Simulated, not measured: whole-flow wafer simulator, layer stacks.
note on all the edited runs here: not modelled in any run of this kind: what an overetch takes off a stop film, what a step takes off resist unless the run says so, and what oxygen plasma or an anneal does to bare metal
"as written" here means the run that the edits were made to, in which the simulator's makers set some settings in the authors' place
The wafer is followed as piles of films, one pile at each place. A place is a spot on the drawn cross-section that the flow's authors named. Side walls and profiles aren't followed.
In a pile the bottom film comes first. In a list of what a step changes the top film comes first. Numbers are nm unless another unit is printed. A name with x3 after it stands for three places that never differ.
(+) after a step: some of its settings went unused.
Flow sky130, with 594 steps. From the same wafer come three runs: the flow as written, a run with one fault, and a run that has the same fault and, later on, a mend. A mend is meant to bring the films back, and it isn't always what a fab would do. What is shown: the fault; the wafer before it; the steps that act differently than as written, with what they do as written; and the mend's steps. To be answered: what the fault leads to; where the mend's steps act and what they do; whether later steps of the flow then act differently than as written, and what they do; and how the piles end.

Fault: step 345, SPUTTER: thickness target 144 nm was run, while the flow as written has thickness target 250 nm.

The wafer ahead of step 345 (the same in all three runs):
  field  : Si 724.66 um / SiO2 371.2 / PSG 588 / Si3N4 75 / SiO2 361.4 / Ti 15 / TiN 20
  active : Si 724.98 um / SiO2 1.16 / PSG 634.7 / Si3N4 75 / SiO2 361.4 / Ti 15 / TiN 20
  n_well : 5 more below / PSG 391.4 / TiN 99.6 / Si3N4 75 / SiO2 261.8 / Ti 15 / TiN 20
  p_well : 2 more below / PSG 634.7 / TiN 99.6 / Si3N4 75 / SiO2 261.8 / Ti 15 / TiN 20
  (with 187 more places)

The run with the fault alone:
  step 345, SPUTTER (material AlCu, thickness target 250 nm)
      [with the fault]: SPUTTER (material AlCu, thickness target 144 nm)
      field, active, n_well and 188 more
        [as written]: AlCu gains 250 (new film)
        [with the fault]: AlCu gains 144 (new film)
  Steps further on in the flow that do not act as written (18 other steps are not shown; they differ only slightly, by no more than 2% or 0.5 nm, whichever is larger):
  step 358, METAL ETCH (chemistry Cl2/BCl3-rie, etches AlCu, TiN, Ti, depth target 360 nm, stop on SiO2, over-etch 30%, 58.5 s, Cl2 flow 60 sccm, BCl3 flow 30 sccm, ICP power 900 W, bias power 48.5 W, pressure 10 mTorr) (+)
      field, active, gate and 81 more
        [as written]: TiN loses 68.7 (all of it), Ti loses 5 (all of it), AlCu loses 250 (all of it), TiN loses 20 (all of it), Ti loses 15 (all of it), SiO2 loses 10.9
        [with the fault]: TiN loses 68.7 (all of it), Ti loses 5 (all of it), AlCu loses 144 (all of it), TiN loses 20 (all of it), Ti loses 15 (all of it), SiO2 loses 21.5
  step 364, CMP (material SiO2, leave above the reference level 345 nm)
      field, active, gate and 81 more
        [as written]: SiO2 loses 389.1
        [with the fault]: SiO2 loses 484.5
  At field, active, n_well and 190 more, the piles at the end differ from the flow's by more than 2% or 0.5 nm, whichever is larger.
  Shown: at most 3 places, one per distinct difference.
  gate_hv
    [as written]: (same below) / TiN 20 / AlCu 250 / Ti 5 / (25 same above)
    [with the fault]: (same below) / TiN 20 / AlCu 144 / Ti 5 / (25 same above)
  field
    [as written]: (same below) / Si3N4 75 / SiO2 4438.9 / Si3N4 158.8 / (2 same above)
    [with the fault]: (same below) / Si3N4 75 / SiO2 4332.9 / Si3N4 158.8 / (2 same above)
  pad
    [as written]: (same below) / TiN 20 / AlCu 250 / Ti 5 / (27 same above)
    [with the fault]: (same below) / TiN 20 / AlCu 144 / Ti 5 / (27 same above)

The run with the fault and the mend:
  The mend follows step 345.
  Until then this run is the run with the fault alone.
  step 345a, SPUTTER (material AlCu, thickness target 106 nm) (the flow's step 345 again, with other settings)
      field, active, n_well and 188 more
        AlCu gains 106
  Every later step of the flow that is run acts as written at every place that is followed.
  By the end, the piles equal the flow's at every place that both follow.
